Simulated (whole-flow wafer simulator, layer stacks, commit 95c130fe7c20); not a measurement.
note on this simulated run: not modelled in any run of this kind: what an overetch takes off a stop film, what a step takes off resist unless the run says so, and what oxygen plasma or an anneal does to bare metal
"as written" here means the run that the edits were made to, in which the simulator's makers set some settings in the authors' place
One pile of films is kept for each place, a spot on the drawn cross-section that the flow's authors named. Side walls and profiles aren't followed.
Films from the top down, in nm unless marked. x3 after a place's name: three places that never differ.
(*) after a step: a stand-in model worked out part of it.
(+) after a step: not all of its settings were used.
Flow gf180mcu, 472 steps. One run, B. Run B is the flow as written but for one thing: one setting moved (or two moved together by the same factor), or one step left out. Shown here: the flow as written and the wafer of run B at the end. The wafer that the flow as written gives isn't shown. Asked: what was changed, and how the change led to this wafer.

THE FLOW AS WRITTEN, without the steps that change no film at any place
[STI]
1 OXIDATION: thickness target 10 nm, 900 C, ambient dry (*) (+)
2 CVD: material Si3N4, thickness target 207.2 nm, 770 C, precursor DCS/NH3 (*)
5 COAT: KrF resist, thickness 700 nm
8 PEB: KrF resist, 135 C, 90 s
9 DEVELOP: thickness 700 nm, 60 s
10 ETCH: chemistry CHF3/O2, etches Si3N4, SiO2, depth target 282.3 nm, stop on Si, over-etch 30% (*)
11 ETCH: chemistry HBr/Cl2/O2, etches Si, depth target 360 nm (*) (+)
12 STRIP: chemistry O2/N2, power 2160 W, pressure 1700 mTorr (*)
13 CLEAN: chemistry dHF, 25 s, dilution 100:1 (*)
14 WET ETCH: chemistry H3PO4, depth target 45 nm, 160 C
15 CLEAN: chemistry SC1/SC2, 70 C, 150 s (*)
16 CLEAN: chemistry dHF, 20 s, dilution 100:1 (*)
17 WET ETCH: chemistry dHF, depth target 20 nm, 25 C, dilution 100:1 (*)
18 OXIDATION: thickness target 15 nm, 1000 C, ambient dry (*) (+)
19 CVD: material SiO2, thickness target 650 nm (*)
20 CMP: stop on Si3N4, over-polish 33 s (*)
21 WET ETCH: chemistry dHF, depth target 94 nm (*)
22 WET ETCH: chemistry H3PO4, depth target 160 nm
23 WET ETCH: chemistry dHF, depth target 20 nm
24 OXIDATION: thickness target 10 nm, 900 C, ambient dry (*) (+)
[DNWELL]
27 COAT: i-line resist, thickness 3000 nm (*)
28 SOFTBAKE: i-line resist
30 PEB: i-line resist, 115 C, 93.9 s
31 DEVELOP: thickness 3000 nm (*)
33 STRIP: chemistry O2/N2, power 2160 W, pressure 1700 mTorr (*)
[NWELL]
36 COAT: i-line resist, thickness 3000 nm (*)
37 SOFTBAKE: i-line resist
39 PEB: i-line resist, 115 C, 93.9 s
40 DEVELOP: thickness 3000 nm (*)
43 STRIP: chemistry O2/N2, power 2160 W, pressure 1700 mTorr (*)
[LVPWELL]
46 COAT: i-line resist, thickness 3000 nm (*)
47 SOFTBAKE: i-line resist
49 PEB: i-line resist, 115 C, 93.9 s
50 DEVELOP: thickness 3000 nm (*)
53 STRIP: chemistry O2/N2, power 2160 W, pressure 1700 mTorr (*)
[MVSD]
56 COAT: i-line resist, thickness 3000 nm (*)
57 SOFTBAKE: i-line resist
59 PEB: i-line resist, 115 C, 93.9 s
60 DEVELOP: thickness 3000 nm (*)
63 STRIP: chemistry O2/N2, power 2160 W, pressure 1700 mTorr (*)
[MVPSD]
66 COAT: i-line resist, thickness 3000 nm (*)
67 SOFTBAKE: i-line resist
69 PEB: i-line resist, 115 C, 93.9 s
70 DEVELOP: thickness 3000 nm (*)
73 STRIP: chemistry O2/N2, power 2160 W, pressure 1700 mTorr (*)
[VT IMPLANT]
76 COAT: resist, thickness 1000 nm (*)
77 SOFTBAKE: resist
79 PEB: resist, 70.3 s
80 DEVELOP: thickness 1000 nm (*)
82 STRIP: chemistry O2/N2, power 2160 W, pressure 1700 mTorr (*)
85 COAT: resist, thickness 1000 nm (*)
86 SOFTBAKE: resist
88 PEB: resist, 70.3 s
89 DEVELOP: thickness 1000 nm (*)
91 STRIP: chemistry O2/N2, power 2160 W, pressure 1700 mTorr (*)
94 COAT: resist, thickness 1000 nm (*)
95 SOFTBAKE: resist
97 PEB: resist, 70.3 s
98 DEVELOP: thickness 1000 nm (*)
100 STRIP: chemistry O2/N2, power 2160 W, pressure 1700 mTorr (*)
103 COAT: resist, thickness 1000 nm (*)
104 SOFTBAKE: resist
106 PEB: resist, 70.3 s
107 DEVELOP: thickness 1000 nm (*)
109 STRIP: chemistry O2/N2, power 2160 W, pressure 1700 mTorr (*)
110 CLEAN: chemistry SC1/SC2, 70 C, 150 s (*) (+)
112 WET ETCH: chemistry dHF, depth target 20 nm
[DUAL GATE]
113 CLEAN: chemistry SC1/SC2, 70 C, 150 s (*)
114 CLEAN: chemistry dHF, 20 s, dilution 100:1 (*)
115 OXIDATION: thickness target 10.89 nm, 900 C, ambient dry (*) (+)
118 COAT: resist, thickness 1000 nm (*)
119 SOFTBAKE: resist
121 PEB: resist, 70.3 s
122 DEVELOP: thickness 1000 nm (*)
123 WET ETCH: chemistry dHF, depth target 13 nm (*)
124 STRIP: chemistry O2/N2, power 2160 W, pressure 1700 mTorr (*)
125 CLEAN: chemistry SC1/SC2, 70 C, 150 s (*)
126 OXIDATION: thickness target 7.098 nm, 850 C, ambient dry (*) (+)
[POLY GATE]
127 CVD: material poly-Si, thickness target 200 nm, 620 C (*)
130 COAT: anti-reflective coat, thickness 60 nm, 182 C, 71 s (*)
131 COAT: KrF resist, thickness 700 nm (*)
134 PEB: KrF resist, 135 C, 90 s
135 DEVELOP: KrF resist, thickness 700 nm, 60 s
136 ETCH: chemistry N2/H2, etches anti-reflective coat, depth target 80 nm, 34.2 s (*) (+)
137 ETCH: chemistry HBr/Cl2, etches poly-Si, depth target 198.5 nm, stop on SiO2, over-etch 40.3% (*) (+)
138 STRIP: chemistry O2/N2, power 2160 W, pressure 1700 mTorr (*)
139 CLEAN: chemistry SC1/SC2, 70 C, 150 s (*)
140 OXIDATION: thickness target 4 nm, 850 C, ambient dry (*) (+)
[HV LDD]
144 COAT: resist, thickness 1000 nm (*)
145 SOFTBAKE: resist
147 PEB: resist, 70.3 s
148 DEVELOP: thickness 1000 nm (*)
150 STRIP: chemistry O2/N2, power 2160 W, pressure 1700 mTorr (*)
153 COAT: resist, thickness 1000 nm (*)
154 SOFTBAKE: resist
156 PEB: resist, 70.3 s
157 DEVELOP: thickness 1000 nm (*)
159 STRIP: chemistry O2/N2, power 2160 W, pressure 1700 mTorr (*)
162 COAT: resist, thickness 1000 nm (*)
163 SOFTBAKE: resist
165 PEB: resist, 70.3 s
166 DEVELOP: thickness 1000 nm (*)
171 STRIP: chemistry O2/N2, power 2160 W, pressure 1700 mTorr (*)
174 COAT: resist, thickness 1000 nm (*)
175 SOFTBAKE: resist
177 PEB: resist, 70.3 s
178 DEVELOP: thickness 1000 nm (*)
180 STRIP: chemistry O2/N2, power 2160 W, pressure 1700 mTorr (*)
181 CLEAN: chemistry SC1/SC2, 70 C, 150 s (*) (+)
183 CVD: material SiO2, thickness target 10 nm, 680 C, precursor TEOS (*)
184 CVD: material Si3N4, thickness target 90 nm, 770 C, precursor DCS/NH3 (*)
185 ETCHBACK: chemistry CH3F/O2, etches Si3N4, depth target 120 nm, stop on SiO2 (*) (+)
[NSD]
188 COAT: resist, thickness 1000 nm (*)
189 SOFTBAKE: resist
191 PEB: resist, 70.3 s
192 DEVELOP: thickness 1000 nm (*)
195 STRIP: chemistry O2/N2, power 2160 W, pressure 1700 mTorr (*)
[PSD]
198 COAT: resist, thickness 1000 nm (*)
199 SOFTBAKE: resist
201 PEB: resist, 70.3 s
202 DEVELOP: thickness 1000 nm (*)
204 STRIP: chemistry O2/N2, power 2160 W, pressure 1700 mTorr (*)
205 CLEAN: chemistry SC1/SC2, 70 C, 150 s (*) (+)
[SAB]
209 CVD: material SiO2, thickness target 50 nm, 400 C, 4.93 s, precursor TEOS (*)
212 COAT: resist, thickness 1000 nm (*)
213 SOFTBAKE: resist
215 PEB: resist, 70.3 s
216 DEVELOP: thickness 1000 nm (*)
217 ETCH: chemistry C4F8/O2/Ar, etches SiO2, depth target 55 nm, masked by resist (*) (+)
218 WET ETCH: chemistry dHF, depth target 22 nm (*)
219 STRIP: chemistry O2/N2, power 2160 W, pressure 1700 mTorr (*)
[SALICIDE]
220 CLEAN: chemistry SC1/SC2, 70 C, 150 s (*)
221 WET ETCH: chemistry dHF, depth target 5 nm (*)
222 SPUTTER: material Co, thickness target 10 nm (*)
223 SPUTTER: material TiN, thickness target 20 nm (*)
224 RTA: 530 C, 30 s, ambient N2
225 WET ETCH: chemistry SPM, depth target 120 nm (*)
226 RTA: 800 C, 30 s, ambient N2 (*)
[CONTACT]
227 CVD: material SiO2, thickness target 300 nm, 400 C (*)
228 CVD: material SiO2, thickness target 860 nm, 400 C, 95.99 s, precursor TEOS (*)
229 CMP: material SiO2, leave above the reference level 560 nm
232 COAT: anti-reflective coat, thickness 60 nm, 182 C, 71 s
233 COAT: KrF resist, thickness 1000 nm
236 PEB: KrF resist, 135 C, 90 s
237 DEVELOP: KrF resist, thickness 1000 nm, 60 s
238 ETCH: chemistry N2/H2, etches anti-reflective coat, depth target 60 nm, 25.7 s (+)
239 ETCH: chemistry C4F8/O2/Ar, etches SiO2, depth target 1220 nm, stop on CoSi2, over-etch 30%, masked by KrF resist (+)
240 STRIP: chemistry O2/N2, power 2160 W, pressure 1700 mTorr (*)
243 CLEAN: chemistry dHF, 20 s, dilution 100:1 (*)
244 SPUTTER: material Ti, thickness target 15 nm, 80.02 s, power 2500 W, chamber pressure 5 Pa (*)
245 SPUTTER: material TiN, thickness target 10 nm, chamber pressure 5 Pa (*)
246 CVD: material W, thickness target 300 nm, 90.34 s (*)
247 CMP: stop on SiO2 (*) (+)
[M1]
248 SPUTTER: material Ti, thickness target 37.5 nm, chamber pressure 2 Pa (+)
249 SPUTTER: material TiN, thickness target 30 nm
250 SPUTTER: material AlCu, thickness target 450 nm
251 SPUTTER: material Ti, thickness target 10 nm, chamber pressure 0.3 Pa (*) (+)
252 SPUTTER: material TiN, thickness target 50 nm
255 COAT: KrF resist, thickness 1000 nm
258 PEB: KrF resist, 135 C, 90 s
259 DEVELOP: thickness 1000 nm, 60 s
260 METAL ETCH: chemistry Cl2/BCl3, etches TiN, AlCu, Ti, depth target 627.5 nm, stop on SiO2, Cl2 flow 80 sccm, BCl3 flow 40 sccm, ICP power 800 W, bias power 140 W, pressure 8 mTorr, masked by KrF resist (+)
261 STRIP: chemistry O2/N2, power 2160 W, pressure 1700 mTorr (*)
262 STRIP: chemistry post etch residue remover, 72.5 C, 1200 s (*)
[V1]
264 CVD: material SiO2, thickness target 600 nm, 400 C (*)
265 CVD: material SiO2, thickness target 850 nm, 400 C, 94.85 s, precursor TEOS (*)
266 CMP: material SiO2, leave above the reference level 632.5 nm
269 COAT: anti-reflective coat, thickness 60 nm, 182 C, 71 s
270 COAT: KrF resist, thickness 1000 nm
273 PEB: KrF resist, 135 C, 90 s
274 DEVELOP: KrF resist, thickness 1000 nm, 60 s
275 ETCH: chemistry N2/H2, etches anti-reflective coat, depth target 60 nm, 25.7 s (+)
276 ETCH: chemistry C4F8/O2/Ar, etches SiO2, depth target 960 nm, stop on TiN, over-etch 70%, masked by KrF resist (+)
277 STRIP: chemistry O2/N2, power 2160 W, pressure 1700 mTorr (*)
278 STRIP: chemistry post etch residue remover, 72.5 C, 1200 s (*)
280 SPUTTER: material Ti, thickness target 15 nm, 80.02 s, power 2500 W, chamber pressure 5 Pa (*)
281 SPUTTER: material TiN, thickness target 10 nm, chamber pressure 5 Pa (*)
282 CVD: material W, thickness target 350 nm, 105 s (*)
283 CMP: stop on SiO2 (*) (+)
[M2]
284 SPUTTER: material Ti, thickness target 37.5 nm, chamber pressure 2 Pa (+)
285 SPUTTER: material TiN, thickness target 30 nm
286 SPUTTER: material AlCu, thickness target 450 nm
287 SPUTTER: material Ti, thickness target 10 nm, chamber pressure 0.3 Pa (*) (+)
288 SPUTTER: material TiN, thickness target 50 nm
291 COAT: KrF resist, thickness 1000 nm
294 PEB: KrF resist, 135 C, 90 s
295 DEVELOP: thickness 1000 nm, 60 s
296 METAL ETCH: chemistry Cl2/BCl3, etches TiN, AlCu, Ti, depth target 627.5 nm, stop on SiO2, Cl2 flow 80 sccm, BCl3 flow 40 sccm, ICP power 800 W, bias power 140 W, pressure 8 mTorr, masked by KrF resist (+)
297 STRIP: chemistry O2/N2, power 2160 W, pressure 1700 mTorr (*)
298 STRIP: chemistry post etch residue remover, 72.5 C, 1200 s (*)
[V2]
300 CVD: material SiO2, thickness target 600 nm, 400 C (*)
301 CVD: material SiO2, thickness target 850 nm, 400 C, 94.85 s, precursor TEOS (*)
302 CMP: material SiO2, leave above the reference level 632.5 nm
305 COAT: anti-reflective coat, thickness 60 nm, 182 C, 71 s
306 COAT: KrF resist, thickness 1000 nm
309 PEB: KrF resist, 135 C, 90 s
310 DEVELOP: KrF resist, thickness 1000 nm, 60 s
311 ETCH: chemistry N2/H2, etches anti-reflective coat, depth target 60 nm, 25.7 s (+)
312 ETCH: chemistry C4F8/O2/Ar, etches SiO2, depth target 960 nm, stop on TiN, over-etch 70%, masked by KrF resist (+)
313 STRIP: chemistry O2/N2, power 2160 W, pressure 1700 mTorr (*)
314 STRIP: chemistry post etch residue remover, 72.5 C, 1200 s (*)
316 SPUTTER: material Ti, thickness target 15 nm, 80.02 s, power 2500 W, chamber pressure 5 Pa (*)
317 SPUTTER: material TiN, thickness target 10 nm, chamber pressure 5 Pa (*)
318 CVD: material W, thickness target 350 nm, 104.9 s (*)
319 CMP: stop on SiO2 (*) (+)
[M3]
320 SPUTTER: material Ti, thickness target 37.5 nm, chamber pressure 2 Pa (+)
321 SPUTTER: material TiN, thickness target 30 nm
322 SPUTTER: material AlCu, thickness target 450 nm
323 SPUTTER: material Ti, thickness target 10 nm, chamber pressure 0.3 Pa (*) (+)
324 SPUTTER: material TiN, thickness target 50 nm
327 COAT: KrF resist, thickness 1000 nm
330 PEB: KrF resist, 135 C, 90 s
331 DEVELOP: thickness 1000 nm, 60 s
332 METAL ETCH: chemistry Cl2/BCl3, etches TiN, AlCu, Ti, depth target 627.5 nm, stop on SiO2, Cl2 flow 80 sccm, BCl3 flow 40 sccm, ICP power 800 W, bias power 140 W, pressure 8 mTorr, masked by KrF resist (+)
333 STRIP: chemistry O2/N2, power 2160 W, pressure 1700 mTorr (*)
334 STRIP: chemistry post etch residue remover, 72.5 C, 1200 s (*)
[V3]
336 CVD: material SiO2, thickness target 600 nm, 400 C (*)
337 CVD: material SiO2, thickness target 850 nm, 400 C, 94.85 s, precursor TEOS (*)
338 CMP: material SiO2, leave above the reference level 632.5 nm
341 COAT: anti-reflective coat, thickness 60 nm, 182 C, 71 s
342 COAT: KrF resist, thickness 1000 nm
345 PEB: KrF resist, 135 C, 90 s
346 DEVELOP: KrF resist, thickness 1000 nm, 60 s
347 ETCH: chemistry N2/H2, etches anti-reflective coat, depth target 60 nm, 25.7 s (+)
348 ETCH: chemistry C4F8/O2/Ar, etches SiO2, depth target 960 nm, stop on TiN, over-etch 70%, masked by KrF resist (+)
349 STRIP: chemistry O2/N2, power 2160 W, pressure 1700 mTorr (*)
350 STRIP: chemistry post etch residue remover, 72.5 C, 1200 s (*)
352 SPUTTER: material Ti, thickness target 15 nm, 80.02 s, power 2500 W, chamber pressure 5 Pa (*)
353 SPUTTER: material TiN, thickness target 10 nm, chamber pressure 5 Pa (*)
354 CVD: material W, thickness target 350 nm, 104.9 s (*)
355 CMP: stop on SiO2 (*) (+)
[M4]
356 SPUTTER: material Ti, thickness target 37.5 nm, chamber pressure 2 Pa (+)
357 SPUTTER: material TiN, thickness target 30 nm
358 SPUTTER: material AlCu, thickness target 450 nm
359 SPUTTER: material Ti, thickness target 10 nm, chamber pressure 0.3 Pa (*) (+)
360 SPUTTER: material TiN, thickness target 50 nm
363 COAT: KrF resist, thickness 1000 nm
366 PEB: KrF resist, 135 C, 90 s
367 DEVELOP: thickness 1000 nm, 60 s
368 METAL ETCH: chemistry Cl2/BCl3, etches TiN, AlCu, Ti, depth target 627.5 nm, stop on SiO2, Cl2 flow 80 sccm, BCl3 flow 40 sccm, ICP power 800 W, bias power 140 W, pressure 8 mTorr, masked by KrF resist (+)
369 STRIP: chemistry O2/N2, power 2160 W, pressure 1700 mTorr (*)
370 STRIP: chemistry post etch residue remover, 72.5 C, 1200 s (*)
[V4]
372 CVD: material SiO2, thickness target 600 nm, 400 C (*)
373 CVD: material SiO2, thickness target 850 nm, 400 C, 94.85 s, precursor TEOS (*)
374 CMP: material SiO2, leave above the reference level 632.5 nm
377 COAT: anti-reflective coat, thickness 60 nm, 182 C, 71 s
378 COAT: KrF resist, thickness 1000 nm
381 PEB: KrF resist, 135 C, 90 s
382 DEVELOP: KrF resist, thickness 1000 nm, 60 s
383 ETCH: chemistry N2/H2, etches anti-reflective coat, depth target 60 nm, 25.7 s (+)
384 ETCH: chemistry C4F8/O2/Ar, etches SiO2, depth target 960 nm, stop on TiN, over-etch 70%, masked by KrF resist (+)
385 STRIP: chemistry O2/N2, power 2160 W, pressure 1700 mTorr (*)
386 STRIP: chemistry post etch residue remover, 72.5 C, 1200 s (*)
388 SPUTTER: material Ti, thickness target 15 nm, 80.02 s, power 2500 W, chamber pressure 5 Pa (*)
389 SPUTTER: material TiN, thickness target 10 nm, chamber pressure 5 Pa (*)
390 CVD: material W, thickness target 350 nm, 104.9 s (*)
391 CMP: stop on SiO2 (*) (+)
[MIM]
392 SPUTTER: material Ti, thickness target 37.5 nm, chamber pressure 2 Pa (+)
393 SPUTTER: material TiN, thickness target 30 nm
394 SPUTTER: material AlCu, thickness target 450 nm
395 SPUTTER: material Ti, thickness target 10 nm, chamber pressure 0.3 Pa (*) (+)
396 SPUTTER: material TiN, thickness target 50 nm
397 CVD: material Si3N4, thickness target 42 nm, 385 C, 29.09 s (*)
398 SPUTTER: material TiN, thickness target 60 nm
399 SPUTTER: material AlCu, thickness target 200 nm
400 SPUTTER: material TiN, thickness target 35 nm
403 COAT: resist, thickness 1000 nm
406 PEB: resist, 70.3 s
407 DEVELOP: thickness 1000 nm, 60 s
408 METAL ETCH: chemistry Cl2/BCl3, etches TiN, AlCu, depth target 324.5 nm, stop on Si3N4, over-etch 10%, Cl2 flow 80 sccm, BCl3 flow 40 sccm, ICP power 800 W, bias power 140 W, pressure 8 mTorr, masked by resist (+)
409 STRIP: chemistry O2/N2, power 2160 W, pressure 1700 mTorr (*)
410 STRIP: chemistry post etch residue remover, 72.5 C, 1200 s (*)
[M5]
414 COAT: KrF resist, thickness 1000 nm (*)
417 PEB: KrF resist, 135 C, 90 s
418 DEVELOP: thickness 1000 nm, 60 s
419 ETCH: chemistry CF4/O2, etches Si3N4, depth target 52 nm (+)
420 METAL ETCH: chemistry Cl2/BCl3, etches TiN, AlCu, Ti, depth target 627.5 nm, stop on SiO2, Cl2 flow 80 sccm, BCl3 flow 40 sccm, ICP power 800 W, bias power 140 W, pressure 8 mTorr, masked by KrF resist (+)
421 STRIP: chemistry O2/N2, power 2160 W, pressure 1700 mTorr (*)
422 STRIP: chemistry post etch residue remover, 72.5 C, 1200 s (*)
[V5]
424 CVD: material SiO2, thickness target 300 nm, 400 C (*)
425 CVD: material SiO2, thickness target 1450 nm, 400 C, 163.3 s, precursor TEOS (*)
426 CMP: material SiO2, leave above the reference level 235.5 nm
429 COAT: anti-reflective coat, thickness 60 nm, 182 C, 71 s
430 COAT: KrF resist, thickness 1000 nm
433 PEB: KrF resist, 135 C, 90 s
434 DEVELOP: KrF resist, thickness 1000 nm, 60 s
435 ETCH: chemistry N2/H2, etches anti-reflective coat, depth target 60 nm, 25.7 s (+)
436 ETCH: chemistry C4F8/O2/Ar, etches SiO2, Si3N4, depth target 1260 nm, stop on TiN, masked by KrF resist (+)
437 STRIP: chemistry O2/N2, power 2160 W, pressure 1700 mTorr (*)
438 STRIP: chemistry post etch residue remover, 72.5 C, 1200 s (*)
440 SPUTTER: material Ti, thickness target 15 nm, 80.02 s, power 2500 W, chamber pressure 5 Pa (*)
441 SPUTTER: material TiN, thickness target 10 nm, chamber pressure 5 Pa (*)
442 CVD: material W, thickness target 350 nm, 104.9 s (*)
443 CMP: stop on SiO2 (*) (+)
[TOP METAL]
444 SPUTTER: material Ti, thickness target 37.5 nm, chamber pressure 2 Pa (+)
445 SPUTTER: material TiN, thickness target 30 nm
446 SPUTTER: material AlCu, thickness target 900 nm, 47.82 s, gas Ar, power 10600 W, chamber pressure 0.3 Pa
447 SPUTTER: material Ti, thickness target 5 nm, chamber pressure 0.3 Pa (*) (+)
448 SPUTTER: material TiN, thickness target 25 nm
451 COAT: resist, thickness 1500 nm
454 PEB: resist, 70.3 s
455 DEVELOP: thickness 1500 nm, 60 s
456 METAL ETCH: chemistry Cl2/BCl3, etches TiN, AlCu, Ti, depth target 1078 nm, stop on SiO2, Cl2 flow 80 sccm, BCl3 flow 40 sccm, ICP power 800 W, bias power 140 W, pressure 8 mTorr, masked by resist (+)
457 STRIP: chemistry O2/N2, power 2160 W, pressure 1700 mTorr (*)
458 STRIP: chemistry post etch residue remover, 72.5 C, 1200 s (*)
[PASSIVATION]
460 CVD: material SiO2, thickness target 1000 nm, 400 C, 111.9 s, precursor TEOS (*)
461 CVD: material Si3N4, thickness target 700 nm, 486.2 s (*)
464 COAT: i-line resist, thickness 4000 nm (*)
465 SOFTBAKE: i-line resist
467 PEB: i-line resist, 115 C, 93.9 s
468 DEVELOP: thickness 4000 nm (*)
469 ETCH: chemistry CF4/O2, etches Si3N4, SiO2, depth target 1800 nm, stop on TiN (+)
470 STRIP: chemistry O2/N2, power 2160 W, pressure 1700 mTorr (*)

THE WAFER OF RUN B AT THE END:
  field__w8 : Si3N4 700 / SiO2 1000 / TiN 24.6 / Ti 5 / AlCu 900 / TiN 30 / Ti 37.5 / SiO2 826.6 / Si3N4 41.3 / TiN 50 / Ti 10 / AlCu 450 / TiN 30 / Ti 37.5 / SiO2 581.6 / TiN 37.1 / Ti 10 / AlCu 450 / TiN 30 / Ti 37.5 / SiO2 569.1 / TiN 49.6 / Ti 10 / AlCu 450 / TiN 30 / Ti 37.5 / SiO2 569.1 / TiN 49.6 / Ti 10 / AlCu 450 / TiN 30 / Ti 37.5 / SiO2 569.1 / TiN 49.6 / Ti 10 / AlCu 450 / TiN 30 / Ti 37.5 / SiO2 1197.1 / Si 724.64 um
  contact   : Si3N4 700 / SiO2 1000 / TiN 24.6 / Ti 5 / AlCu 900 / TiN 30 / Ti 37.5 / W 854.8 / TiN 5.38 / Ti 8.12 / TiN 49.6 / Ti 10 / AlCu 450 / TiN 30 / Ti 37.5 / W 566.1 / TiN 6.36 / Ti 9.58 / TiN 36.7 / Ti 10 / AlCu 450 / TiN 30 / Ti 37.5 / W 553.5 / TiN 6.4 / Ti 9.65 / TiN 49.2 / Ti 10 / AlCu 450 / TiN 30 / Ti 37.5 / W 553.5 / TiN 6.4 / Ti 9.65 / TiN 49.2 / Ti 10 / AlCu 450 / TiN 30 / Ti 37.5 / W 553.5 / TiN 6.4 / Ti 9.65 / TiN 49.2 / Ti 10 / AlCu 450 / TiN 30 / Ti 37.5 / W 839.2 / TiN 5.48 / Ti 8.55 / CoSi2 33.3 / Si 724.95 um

The cause: step 360, SPUTTER: thickness target 37.5 nm was run, where the flow has thickness target 50 nm.

How the change led to this, step by step:
  360 SPUTTER: material TiN, thickness target 50 nm
      field, field__w1, field__w2 and 108 more: TiN +37.5 (new film) (as written it would be: TiN +50 (new film))
  368 METAL ETCH: chemistry Cl2/BCl3, etches TiN, AlCu, Ti, depth target 627.5 nm, stop on SiO2, Cl2 flow 80 sccm, BCl3 flow 40 sccm, ICP power 800 W, bias power 140 W, pressure 8 mTorr, masked by KrF resist (+)
      field, field__w1, field__w2 and 103 more: TiN -37.5 (all of it), Ti -10 (all of it), AlCu -450 (all of it), TiN -30 (all of it), Ti -37.5 (all of it) (as written it would be: TiN -50 (all of it), Ti -10 (all of it), AlCu -450 (all of it), TiN -30 (all of it), Ti -37.5 (all of it))
  384 ETCH: chemistry C4F8/O2/Ar, etches SiO2, depth target 960 nm, stop on TiN, over-etch 70%, masked by KrF resist (+)
      contact: SiO2 -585 (all of it) (as written it would be: SiO2 -572.5 (all of it))
